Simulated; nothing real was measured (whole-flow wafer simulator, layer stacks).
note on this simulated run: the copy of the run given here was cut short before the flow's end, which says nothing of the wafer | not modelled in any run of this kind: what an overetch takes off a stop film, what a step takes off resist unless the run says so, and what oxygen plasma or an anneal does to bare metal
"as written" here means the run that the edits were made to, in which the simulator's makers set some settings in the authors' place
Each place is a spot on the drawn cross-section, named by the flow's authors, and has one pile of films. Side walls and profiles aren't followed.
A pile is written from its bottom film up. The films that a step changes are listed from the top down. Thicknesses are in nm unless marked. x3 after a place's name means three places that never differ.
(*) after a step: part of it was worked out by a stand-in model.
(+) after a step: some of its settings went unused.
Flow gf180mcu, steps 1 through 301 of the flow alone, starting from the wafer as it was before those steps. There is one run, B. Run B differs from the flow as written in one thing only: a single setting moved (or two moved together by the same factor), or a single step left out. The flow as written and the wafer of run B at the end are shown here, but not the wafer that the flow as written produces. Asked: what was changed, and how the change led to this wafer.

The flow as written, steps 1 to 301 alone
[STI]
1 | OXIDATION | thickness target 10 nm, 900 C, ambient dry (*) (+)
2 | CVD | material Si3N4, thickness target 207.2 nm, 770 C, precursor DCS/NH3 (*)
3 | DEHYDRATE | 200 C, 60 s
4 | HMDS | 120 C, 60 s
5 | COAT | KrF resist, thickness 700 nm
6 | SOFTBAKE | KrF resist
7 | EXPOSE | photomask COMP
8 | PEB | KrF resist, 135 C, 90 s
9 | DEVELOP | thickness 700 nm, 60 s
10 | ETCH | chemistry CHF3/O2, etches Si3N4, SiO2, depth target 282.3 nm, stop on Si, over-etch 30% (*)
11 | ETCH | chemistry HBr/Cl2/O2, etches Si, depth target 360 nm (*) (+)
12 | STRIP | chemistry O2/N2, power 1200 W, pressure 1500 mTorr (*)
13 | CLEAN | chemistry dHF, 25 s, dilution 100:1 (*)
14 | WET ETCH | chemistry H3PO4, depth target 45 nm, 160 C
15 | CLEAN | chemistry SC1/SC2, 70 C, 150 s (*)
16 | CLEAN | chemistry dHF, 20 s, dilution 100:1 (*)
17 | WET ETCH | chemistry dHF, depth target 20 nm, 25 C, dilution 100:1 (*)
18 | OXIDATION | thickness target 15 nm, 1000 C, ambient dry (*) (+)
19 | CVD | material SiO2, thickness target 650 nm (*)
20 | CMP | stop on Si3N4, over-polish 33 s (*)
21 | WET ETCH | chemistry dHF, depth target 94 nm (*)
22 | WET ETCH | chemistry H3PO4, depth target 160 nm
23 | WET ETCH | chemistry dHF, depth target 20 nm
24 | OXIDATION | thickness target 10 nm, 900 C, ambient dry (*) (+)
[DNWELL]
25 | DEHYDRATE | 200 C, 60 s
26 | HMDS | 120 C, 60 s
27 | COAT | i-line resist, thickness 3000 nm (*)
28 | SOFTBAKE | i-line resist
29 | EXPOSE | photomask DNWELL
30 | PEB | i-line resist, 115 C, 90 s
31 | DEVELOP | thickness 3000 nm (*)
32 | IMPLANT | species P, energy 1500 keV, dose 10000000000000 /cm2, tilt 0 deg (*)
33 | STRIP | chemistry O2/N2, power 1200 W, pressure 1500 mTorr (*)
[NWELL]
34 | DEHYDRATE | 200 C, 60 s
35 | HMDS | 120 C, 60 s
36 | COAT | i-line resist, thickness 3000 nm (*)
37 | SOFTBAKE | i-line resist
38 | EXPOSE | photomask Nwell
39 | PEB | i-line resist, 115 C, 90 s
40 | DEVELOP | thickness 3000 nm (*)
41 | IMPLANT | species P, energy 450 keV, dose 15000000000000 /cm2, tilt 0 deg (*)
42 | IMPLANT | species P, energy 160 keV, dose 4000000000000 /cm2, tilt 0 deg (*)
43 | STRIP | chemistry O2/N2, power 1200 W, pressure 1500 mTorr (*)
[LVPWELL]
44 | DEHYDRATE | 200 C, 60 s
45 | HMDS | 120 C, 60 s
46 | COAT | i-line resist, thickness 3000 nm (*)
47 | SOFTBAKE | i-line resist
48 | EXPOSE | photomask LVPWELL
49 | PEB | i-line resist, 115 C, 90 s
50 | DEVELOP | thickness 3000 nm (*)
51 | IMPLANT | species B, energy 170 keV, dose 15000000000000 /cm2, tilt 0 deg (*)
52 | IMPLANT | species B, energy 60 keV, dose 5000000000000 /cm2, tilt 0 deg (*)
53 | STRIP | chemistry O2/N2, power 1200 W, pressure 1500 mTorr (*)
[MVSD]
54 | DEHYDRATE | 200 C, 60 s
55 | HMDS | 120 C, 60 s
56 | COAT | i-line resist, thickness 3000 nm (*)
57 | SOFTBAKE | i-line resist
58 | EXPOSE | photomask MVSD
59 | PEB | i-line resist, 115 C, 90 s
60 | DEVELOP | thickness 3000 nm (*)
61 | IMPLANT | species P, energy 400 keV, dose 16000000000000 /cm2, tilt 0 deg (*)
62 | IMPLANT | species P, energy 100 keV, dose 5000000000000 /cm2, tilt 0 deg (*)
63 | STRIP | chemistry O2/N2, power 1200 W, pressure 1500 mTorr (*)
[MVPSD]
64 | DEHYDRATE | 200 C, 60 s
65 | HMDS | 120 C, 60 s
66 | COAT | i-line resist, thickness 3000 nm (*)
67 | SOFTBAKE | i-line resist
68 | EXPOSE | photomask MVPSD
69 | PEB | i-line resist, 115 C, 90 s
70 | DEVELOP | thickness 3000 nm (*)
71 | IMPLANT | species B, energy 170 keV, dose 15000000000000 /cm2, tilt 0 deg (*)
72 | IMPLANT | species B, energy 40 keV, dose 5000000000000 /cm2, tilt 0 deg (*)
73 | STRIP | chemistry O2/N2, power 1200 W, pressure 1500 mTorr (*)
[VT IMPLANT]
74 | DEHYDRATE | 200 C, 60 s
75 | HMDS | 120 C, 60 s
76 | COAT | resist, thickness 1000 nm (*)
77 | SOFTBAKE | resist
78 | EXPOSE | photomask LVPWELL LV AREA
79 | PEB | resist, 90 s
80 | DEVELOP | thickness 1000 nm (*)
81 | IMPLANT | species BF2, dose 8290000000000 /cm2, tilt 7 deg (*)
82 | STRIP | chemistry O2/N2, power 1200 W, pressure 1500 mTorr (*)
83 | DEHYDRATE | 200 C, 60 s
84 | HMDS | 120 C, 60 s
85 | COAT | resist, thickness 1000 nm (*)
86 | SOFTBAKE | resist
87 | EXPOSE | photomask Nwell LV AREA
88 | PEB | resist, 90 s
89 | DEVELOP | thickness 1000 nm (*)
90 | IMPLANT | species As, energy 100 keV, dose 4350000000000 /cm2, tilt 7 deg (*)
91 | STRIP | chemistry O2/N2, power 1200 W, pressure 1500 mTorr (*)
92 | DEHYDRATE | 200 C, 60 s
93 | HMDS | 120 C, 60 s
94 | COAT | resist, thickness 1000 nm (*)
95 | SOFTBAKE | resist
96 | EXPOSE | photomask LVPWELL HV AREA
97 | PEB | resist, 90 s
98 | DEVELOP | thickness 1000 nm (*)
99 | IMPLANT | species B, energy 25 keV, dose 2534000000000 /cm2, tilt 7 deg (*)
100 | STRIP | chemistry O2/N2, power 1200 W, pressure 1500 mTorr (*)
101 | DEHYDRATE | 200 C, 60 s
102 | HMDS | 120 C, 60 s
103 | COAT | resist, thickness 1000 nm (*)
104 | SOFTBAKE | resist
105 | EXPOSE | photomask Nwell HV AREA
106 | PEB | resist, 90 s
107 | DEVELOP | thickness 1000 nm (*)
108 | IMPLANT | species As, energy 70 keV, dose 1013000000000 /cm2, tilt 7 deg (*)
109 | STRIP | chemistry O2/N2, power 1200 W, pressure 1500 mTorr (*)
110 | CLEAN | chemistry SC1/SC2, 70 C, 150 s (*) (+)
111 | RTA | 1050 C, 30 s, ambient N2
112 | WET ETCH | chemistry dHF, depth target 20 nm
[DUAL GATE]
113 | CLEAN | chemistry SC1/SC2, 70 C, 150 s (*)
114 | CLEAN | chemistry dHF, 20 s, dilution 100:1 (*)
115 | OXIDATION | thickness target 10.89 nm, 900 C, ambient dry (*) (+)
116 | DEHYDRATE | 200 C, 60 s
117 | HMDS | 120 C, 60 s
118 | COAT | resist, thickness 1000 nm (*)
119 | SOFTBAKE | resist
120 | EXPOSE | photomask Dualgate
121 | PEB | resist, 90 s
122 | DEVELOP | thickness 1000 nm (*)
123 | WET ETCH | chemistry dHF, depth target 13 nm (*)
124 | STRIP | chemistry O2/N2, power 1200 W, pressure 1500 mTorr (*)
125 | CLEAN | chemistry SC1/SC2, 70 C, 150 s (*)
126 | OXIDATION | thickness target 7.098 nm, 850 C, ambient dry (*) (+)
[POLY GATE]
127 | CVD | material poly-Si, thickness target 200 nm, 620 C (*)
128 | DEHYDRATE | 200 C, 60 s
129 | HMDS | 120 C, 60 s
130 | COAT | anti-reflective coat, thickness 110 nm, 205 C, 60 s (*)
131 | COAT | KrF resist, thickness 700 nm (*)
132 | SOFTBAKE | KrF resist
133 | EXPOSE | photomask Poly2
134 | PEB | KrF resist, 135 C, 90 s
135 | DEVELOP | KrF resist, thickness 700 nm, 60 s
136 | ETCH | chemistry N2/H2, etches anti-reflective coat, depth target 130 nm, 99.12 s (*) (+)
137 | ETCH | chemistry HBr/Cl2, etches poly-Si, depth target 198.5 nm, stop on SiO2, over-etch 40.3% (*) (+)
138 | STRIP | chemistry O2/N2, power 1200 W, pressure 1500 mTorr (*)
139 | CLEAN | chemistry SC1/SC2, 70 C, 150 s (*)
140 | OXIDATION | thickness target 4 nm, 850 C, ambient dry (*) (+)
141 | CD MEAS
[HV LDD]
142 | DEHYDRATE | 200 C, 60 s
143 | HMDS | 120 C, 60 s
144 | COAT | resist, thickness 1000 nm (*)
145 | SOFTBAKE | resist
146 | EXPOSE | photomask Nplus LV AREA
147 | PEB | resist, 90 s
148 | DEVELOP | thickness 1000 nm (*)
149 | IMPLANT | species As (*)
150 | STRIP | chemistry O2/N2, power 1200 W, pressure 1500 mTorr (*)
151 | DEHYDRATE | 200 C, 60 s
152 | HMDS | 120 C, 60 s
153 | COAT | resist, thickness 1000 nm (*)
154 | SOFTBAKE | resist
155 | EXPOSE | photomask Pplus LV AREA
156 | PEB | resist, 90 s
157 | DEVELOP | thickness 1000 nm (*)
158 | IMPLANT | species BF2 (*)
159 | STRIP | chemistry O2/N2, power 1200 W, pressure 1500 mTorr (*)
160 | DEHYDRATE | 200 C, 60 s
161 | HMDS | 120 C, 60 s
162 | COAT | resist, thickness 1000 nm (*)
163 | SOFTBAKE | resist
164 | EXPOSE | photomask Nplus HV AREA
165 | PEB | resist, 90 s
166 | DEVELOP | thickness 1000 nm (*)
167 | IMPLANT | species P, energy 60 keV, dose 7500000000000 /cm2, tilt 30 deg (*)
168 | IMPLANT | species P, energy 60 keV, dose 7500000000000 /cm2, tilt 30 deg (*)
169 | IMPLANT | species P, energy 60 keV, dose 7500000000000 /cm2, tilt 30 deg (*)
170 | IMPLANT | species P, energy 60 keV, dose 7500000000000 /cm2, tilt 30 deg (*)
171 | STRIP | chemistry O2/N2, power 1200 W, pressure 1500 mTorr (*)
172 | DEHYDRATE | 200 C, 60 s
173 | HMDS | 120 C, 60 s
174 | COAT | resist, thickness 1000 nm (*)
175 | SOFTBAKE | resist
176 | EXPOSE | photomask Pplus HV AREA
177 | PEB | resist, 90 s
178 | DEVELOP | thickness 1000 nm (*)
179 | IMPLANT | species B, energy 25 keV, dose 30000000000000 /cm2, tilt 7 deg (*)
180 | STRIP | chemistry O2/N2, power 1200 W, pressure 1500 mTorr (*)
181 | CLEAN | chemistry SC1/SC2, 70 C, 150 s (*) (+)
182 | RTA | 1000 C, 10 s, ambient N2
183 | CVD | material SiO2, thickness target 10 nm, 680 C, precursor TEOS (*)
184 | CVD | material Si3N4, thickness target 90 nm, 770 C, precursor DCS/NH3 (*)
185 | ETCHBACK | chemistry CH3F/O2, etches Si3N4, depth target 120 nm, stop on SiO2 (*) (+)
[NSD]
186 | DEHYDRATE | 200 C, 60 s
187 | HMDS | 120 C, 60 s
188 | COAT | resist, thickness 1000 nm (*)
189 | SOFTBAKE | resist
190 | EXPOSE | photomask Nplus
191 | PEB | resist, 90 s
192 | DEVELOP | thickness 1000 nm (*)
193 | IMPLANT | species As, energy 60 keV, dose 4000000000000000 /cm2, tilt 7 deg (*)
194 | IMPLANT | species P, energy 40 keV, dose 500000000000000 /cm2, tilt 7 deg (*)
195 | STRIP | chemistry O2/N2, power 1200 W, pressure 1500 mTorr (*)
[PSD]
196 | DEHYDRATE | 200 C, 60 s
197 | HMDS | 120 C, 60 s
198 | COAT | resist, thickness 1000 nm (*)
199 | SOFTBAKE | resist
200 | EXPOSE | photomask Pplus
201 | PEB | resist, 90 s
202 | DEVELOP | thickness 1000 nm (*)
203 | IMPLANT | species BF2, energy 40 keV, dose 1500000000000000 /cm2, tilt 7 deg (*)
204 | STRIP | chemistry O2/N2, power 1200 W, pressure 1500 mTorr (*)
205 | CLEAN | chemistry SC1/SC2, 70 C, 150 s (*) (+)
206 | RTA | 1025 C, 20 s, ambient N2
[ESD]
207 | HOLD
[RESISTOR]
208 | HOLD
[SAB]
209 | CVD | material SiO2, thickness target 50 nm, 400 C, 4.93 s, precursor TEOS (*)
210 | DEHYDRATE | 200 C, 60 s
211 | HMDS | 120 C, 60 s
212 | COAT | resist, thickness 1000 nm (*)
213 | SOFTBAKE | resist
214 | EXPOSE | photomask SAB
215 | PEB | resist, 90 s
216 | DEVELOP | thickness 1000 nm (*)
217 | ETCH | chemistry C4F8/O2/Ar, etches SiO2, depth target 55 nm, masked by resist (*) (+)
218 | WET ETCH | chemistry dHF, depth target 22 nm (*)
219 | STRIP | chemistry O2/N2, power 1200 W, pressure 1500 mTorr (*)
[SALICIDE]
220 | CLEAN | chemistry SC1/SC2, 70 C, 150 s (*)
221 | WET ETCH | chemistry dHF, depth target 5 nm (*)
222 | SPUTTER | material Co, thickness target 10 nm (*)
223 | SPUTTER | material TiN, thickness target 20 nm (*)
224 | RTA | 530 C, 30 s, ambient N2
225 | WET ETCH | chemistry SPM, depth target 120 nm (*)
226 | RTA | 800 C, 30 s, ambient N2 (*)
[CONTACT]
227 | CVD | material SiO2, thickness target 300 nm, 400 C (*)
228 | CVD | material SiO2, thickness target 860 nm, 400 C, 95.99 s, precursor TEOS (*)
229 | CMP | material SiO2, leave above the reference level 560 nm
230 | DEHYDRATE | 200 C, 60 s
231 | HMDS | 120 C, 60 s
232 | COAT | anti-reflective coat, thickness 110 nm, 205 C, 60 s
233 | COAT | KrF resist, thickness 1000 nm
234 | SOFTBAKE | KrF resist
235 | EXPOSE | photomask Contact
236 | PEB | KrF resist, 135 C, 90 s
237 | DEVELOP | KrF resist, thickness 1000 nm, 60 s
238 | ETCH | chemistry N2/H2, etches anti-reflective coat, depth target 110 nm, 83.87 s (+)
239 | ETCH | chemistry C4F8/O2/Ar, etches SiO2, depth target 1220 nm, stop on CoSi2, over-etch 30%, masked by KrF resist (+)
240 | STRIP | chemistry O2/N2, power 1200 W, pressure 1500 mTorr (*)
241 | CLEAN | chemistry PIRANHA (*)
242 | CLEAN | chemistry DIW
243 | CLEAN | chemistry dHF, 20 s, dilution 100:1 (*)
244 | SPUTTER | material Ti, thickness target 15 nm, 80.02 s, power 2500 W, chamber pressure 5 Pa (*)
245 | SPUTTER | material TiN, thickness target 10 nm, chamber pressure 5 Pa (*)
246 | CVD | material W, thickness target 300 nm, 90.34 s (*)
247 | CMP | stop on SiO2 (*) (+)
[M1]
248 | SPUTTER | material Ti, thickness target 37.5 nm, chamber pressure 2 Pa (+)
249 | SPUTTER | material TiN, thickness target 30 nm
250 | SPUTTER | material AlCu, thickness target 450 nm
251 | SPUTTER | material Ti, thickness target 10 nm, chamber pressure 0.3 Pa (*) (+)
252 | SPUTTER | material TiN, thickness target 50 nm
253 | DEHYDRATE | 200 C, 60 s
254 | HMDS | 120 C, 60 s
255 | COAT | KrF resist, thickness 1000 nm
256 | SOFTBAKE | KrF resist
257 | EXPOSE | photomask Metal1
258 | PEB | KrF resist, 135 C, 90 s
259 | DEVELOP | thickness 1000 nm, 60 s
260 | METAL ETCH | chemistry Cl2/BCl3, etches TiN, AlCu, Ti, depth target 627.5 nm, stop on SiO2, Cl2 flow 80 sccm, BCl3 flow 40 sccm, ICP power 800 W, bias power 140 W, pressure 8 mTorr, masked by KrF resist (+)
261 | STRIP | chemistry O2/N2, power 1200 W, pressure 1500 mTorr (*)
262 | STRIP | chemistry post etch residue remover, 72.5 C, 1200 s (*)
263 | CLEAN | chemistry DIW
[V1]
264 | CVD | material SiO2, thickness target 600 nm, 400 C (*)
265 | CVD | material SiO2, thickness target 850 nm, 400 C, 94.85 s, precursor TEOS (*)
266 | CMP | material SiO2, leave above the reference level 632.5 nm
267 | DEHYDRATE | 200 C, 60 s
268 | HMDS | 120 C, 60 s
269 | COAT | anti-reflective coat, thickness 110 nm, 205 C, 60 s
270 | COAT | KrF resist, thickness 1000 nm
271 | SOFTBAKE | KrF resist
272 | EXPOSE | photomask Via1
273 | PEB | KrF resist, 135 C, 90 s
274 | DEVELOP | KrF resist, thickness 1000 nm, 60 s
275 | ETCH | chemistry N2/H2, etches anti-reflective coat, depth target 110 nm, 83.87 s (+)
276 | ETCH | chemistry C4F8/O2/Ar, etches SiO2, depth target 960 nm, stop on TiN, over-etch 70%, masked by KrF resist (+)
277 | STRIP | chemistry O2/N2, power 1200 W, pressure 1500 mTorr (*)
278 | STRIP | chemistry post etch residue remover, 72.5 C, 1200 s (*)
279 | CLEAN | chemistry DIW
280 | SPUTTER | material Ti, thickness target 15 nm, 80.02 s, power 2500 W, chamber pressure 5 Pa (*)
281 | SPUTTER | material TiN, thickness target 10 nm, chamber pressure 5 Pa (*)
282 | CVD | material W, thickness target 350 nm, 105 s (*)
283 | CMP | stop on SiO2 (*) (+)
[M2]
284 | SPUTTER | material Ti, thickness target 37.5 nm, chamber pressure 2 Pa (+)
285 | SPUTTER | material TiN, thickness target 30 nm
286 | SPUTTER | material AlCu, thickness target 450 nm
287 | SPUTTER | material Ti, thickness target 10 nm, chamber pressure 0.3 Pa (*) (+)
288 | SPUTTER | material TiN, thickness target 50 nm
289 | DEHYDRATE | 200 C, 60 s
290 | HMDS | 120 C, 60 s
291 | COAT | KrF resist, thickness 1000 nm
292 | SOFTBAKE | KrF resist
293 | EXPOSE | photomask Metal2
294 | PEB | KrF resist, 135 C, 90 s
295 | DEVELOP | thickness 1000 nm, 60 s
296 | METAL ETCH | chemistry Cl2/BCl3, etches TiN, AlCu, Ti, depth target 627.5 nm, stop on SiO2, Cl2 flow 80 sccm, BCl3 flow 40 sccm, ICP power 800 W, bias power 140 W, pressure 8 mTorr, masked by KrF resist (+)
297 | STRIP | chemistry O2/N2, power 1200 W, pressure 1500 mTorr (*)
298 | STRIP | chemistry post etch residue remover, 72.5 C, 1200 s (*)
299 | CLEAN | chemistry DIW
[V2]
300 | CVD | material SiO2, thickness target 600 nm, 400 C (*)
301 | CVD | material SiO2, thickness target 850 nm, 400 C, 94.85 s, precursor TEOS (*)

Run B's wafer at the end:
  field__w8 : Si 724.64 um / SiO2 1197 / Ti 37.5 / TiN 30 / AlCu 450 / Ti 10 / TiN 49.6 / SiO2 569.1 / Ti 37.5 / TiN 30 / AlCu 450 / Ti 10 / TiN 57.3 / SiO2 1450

What caused this: step 288, SPUTTER: thickness target 57.7 nm was run, while the flow as written has thickness target 50 nm.

How this came from the change, step by step:
  288 | SPUTTER | material TiN, thickness target 50 nm
      field, field__w1, field__w2 and 108 more: +57.7 TiN (new film) (in the flow as written it would be: +50 TiN (new film))
  296 | METAL ETCH | chemistry Cl2/BCl3, etches TiN, AlCu, Ti, depth target 627.5 nm, stop on SiO2, Cl2 flow 80 sccm, BCl3 flow 40 sccm, ICP power 800 W, bias power 140 W, pressure 8 mTorr, masked by KrF resist (+)
      field, field__w1, field__w2 and 103 more: -57.7 TiN (all of it), -10 Ti (all of it), -450 AlCu (all of it), -30 TiN (all of it), -37.5 Ti (all of it) (in the flow as written it would be: -50 TiN (all of it), -10 Ti (all of it), -450 AlCu (all of it), -30 TiN (all of it), -37.5 Ti (all of it))
